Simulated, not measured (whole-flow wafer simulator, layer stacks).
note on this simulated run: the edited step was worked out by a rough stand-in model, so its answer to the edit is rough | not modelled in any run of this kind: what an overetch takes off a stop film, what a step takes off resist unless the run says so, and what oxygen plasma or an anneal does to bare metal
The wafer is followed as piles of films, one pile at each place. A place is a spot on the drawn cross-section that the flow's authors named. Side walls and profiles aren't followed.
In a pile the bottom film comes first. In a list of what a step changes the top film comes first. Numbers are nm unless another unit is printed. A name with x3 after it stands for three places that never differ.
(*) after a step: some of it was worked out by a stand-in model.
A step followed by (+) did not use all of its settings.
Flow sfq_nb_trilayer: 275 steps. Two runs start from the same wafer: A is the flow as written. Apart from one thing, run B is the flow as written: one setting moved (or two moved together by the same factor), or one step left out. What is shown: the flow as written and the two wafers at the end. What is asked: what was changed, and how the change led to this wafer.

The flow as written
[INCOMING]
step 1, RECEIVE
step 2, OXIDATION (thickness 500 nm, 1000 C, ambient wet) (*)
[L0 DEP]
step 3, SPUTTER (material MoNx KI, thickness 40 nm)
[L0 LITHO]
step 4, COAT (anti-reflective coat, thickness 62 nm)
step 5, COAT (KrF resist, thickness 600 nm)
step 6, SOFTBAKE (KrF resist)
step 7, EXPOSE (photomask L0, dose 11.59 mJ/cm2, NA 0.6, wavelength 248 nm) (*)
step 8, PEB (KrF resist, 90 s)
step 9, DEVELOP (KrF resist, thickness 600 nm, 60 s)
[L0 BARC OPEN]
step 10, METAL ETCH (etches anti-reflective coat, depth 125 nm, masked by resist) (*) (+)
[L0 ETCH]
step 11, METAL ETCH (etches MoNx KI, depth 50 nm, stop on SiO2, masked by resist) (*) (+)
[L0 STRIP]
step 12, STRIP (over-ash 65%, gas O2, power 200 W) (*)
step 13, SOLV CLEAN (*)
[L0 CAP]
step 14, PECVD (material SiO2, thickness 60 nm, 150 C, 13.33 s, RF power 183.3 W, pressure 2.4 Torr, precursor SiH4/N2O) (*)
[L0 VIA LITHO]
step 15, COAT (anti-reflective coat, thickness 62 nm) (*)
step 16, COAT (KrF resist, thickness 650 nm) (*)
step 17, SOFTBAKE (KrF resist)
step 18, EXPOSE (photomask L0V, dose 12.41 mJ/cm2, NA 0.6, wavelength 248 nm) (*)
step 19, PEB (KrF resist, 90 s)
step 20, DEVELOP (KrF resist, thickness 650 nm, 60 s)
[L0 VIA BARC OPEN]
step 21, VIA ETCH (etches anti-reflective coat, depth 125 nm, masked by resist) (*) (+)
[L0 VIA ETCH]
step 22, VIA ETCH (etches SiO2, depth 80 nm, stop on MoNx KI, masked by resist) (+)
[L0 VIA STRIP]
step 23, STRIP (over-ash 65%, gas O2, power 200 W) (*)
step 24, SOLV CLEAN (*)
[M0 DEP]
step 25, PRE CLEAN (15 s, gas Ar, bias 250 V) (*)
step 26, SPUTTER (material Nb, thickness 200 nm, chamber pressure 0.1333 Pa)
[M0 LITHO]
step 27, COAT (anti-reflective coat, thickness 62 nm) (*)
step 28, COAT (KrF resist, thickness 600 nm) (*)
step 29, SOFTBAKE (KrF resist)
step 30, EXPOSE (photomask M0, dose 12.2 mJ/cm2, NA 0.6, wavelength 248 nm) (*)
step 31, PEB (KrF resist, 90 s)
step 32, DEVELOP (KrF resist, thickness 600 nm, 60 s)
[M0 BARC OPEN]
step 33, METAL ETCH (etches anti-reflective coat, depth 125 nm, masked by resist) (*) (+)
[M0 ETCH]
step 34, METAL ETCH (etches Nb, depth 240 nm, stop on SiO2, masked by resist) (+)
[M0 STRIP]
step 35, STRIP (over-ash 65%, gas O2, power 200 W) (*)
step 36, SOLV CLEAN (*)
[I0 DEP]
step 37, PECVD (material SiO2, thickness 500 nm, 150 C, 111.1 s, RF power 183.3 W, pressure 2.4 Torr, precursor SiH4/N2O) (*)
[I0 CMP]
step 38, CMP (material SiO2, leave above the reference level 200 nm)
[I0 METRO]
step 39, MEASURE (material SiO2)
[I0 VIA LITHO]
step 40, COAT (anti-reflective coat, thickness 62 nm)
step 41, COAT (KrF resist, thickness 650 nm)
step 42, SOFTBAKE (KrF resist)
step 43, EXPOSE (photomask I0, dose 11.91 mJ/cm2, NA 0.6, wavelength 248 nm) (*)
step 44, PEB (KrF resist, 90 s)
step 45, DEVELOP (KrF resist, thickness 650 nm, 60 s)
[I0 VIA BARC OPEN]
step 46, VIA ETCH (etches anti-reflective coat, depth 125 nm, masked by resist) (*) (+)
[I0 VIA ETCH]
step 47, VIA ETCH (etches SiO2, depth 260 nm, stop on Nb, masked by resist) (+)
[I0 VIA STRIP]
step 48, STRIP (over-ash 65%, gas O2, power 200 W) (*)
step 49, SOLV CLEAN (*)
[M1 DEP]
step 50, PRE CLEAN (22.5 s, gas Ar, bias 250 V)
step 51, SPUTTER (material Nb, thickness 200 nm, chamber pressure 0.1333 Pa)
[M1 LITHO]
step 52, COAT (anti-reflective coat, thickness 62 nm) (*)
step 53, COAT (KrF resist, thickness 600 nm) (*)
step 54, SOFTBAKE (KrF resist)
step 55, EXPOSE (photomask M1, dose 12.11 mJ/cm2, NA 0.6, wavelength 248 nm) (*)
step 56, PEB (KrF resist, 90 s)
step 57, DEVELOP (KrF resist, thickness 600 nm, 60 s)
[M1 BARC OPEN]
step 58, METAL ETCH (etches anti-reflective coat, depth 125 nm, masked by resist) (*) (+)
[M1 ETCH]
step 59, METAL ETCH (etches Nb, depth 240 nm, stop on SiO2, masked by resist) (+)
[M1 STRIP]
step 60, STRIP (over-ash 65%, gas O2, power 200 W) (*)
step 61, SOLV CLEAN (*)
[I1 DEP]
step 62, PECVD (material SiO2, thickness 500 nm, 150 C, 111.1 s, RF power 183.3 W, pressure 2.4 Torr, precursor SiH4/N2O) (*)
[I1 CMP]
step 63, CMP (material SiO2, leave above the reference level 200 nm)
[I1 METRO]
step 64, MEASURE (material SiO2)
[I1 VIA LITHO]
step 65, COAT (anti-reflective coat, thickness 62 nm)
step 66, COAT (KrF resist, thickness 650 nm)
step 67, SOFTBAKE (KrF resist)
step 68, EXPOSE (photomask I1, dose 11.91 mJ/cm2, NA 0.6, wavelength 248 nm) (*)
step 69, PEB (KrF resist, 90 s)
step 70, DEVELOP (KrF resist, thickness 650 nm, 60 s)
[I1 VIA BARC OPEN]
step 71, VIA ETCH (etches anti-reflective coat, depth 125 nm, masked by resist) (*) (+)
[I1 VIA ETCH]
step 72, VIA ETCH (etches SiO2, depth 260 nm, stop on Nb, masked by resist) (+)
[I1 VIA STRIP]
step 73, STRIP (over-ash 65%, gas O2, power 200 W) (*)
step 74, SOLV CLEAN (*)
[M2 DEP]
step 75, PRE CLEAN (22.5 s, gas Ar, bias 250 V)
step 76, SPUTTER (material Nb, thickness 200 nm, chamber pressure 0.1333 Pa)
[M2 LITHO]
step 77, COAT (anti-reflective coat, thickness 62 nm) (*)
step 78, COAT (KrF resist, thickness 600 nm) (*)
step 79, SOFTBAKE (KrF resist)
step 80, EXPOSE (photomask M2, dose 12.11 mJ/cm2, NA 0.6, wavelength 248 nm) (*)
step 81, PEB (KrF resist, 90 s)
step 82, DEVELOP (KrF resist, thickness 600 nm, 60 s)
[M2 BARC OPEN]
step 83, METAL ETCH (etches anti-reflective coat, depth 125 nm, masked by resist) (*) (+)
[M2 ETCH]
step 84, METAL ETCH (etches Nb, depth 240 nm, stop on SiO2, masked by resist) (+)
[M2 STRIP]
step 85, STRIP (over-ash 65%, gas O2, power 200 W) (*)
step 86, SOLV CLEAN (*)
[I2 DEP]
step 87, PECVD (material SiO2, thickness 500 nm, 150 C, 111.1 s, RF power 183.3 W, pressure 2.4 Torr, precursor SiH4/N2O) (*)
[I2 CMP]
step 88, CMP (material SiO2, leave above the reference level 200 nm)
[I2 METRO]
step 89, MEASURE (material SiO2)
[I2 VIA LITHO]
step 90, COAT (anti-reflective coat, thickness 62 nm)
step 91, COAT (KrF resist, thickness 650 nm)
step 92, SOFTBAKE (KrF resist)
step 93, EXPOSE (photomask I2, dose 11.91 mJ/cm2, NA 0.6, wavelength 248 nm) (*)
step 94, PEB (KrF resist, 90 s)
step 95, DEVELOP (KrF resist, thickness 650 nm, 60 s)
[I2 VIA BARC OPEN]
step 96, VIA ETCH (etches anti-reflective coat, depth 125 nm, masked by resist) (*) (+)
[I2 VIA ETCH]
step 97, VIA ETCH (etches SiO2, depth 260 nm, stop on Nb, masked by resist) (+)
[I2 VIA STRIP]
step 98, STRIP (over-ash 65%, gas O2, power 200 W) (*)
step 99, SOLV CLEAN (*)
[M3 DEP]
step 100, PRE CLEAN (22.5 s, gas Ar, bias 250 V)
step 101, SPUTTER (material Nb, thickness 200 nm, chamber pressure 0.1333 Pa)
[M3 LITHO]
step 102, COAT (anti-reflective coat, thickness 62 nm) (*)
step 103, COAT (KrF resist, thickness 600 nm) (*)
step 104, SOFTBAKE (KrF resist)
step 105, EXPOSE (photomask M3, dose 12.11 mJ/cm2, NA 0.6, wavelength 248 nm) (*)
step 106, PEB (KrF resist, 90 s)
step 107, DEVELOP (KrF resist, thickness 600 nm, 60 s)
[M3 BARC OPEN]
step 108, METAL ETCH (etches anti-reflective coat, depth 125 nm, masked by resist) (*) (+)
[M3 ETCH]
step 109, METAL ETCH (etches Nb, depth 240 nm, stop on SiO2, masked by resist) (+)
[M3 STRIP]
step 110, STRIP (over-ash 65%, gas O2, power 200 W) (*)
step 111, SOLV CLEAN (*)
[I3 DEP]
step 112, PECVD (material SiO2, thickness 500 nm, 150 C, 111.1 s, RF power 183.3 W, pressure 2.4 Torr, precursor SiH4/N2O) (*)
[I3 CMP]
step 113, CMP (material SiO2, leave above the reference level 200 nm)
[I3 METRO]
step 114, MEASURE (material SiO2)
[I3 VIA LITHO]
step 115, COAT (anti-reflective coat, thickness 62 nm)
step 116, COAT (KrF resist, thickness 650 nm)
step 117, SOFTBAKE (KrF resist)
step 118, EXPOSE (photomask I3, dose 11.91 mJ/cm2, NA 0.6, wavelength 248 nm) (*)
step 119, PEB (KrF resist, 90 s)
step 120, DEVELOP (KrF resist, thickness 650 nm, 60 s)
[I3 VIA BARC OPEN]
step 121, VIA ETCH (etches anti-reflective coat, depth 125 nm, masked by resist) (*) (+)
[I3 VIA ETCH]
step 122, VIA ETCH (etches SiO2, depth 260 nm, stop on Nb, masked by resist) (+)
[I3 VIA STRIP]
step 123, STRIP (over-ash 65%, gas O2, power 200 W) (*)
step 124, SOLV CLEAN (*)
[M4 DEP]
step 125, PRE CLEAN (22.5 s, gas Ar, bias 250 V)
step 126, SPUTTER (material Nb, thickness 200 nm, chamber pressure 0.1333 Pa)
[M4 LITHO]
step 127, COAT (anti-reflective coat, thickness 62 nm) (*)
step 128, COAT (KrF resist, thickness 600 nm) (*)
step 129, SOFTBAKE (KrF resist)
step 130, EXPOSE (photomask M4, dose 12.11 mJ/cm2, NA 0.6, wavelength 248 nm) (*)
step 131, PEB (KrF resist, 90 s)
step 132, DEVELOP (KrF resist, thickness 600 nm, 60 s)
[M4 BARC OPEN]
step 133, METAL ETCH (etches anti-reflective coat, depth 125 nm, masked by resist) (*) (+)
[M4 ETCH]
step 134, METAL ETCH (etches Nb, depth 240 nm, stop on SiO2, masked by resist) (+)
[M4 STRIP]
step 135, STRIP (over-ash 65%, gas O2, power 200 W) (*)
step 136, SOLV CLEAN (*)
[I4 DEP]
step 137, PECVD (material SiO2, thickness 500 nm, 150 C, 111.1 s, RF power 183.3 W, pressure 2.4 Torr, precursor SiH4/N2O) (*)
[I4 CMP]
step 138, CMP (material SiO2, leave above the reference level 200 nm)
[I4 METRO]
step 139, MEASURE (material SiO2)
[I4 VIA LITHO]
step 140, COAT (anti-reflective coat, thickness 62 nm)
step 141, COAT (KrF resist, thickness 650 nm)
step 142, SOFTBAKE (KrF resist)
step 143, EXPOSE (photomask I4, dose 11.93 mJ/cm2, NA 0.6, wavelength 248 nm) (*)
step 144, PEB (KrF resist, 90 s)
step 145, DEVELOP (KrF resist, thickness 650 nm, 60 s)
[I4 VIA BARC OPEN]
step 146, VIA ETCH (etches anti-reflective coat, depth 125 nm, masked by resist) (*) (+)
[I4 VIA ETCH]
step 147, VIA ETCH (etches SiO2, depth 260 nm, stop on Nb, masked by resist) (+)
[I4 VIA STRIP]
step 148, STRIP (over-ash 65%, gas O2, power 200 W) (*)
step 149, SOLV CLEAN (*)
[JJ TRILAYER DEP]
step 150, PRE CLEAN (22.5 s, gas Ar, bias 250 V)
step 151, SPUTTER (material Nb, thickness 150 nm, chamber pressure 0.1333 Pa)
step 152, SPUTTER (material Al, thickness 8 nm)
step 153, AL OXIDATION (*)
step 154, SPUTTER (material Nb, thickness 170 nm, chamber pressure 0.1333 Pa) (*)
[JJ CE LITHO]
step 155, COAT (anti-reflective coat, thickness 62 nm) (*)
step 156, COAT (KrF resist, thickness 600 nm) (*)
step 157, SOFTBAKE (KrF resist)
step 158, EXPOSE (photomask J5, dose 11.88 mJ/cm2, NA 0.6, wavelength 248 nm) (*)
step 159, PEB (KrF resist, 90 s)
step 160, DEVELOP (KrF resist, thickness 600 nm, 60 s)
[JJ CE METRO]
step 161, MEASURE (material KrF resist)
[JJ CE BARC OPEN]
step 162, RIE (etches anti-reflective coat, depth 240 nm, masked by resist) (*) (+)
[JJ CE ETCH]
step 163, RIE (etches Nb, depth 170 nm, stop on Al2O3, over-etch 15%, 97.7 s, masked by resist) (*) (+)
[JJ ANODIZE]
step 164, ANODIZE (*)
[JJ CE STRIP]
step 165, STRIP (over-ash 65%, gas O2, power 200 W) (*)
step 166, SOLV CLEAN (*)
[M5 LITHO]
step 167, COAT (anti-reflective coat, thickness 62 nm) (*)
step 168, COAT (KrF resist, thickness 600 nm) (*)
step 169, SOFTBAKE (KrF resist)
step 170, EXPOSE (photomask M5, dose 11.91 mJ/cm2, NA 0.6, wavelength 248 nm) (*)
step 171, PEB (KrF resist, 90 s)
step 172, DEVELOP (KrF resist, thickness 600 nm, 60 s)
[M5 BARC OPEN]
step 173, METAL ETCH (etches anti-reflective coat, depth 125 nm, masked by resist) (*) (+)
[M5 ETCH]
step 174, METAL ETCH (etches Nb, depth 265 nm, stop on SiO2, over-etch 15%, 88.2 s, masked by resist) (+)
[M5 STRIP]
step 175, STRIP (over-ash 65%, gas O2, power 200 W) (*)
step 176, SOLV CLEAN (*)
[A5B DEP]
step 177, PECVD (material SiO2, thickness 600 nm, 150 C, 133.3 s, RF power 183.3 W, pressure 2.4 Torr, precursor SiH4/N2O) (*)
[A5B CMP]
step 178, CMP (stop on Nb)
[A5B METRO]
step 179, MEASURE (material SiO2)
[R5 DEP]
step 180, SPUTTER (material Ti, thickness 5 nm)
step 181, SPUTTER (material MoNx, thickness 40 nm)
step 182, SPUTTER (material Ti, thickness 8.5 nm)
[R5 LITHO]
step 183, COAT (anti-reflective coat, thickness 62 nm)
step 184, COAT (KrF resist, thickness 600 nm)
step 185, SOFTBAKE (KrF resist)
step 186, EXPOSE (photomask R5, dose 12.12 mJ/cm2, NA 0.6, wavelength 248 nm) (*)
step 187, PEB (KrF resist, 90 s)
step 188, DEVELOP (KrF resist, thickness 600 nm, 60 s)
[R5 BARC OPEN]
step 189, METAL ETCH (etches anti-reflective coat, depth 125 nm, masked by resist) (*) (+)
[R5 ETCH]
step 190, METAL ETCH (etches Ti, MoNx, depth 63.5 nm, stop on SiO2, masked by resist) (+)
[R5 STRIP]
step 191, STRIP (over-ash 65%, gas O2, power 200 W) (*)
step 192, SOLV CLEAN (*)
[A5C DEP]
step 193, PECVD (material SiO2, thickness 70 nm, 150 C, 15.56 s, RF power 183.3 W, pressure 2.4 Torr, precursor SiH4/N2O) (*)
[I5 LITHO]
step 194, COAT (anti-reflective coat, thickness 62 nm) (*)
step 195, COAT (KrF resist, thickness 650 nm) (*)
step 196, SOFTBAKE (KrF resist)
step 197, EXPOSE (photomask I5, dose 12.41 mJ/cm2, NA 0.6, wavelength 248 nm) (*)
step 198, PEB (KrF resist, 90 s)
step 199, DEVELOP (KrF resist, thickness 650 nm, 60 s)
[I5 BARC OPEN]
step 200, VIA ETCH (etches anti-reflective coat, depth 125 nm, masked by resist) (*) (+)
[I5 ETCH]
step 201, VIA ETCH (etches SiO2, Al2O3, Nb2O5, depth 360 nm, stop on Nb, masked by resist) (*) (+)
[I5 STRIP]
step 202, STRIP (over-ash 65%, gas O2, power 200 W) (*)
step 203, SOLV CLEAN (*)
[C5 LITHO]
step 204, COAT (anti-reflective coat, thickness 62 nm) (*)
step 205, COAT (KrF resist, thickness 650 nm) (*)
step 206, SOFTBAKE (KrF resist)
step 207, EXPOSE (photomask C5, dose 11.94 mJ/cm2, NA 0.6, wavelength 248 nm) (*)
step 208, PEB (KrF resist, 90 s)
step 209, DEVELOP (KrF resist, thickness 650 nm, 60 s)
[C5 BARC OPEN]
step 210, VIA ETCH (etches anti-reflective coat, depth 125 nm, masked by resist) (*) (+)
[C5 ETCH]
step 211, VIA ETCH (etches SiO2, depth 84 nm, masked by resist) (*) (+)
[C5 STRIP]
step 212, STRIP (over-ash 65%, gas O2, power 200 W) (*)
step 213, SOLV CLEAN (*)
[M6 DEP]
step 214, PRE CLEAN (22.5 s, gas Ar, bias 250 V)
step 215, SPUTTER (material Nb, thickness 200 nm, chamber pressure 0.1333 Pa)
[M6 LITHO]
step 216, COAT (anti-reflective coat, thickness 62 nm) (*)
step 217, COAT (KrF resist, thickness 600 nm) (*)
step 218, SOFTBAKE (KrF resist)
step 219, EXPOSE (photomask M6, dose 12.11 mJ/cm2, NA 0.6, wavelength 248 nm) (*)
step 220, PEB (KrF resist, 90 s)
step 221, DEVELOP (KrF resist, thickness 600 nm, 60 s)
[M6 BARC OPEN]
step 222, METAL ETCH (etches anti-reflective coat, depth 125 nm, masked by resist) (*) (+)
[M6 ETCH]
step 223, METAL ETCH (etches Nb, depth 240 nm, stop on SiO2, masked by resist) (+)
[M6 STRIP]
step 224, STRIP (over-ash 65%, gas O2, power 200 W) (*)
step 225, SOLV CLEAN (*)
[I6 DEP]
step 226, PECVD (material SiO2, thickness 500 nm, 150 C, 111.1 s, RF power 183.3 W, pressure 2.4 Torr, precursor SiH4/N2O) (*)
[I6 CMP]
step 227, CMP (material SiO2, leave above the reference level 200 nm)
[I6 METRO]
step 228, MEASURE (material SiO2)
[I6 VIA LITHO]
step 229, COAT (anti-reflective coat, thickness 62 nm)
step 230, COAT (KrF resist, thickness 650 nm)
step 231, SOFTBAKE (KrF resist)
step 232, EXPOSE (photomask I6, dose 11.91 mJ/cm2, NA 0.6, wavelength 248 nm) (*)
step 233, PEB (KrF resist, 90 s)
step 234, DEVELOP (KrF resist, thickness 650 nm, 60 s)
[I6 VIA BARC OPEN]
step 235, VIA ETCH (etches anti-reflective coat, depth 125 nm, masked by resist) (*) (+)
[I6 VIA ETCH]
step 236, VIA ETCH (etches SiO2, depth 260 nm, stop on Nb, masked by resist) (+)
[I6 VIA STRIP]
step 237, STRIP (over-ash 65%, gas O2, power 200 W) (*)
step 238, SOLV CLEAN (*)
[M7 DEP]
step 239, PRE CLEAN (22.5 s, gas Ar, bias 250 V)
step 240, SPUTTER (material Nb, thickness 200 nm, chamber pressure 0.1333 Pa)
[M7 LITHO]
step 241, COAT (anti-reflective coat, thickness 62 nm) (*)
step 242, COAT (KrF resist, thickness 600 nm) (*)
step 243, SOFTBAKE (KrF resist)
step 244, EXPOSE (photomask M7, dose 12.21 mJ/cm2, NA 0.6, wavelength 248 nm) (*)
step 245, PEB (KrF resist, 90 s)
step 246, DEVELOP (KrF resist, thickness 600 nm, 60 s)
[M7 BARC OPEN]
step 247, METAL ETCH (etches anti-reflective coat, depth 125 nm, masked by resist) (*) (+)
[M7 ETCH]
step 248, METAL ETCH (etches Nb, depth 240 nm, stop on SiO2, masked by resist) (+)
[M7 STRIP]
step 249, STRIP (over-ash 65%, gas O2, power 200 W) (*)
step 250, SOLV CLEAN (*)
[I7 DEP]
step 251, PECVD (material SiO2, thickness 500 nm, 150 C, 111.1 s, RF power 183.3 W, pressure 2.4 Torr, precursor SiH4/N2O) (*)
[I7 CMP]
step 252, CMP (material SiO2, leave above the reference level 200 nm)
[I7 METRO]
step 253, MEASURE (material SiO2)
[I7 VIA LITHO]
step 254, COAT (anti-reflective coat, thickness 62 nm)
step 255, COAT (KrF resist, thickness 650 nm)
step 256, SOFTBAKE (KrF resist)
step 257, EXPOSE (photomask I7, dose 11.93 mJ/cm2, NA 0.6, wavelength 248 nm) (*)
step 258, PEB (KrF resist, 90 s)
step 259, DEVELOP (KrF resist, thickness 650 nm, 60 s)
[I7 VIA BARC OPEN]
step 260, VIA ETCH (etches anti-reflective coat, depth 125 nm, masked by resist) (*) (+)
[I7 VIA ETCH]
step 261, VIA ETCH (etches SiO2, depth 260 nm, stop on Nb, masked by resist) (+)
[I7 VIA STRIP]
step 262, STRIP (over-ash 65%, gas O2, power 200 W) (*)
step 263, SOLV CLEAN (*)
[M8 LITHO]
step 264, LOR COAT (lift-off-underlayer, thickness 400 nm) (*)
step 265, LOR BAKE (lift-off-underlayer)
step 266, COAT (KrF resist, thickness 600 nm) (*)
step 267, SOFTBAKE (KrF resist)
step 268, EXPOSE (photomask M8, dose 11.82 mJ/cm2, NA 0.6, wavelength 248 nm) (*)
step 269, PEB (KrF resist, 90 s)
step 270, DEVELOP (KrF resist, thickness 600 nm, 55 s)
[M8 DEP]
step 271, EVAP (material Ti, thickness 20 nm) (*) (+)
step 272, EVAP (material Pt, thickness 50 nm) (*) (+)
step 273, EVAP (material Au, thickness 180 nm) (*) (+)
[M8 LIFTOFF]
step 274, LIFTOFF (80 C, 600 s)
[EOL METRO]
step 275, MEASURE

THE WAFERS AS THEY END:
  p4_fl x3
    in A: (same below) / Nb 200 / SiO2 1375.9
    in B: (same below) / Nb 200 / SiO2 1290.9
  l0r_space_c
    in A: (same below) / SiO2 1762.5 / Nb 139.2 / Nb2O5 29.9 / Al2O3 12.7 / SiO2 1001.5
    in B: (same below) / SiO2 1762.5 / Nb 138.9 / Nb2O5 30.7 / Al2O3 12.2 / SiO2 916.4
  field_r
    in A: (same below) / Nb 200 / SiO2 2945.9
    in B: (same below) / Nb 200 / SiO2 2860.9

The reason: step 154, SPUTTER: thickness 85 nm was run, though the flow has thickness 170 nm.

How this came from the change, step by step:
  step 154, SPUTTER (material Nb, thickness 170 nm, chamber pressure 0.1333 Pa) (*)
      field_l, v_sur, via_sp and 100 more: A +170 Nb (new film) | B +85 Nb (new film)
      via_wl, via_wr: A +140.7 Nb (new film) | B +70.2 Nb (new film)
      (also at 1 further place)
  step 155, COAT (anti-reflective coat, thickness 62 nm) (*)
      via_wl, via_wr: A +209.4 anti-reflective coat (new film) | B +189.3 anti-reflective coat (new film)
      via_w: A +97.4 anti-reflective coat (new film) | B +91.5 anti-reflective coat (new film)
  step 162, RIE (etches anti-reflective coat, depth 240 nm, masked by resist) (*) (+)
      ce_l, c5j, ce_r, wl_jj: A -209.4 KrF resist | B -189.3 KrF resist
      via_wl, via_wr: A -209.4 anti-reflective coat (all of it) | B -189.3 anti-reflective coat (all of it)
      (also at 1 further place)
  step 163, RIE (etches Nb, depth 170 nm, stop on Al2O3, over-etch 15%, 97.7 s, masked by resist) (*) (+)
      field_l, v_sur, via_sp and 96 more: A -170 Nb (all of it), -0.51 Al2O3 | B -85 Nb (all of it), -0.96 Al2O3 (all of it)
      via_wl, via_wr: A -140.7 Nb (all of it), -0.96 Al2O3 (all of it) | B -70.2 Nb (all of it), -0.96 Al2O3 (all of it)
      (also at 1 further place)
  step 164, ANODIZE (*)
      field_l, v_sur, via_sp and 96 more: A +12.2 Al2O3, +29.9 Nb2O5 (new film), -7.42 Al (all of it), -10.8 Nb | B +12.2 Al2O3 (new film), +30.7 Nb2O5 (new film), -7.42 Al (all of it), -11.1 Nb
  step 165, STRIP (over-ash 65%, gas O2, power 200 W) (*)
      c5j, ce_r: A -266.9 KrF resist (all of it), -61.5 anti-reflective coat (all of it) | B -287 KrF resist (all of it), -61.5 anti-reflective coat (all of it)
      ce_l: A -266.8 KrF resist (all of it), -61.4 anti-reflective coat (all of it) | B -286.9 KrF resist (all of it), -61.5 anti-reflective coat (all of it)
      (also at 1 further place)
  step 167, COAT (anti-reflective coat, thickness 62 nm) (*)
      wl_j_sl, wl_j_sr: A +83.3 anti-reflective coat (new film) | B +72.3 anti-reflective coat (new film)
      gap: A +58.9 anti-reflective coat (new film) | B +61.2 anti-reflective coat (new film)
      (also at 8 further places)
  step 168, COAT (KrF resist, thickness 600 nm) (*)
      ce_l: A +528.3 KrF resist (new film) | B +574.5 KrF resist (new film)
      c5j: A +507.6 KrF resist (new film) | B +562.1 KrF resist (new film)
      (also at 2 further places)
  step 173, METAL ETCH (etches anti-reflective coat, depth 125 nm, masked by resist) (*) (+)
      wl_a_sl: A -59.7 anti-reflective coat (all of it), -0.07 Al2O3 | B -61.9 anti-reflective coat (all of it)
  step 174, METAL ETCH (etches Nb, depth 265 nm, stop on SiO2, over-etch 15%, 88.2 s, masked by resist) (+)
      field_l, r_sur, res and 50 more: A -12.6 Al2O3 (all of it), -29.9 Nb2O5 (all of it), -139.2 Nb (all of it), -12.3 SiO2 | B -12.2 Al2O3 (all of it), -30.7 Nb2O5 (all of it), -138.9 Nb (all of it), -12.3 SiO2
  step 175, STRIP (over-ash 65%, gas O2, power 200 W) (*)
      wl_j_sl, wl_j_sr: A -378 KrF resist (all of it), -83.3 anti-reflective coat (all of it) | B -371.8 KrF resist (all of it), -72.3 anti-reflective coat (all of it)
      gap: A -383.4 KrF resist (all of it), -58.9 anti-reflective coat (all of it) | B -373.9 KrF resist (all of it), -61.2 anti-reflective coat (all of it)
      (also at 7 further places)
  step 178, CMP (stop on Nb)
      v_sur, via_sp, via_v and 43 more: A -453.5 SiO2 | B -538.6 SiO2
      field_l, p4_fl x3, p4_w1 x9 and 29 more: A -259.3 SiO2 | B -344.3 SiO2
      (also at 14 further places)
  step 201, VIA ETCH (etches SiO2, Al2O3, Nb2O5, depth 360 nm, stop on Nb, masked by resist) (*) (+)
      be: A -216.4 SiO2 (all of it), -12.7 Al2O3 (all of it), -29.9 Nb2O5 (all of it) | B -131.3 SiO2 (all of it), -12.2 Al2O3 (all of it), -30.7 Nb2O5 (all of it)
  step 204, COAT (anti-reflective coat, thickness 62 nm) (*)
      wire: A +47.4 anti-reflective coat (new film) | B +49.8 anti-reflective coat (new film)
      be: A +122.2 anti-reflective coat (new film) | B +109.7 anti-reflective coat (new film)
      (also at 1 further place)
  step 205, COAT (KrF resist, thickness 650 nm) (*)
      be: A +815.3 KrF resist (new film) | B +754.7 KrF resist (new film)
  step 212, STRIP (over-ash 65%, gas O2, power 200 W) (*)
      wire: A -555.8 KrF resist (all of it), -47.4 anti-reflective coat (all of it) | B -560.6 KrF resist (all of it), -49.8 anti-reflective coat (all of it)
      be: A -728.2 KrF resist (all of it), -122.2 anti-reflective coat (all of it) | B -667.6 KrF resist (all of it), -109.7 anti-reflective coat (all of it)
      (also at 1 further place)
  ... 4 other steps ...
  step 226, PECVD (material SiO2, thickness 500 nm, 150 C, 111.1 s, RF power 183.3 W, pressure 2.4 Torr, precursor SiH4/N2O) (*)
      be: A +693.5 SiO2 (new film) | B +588.9 SiO2 (new film)
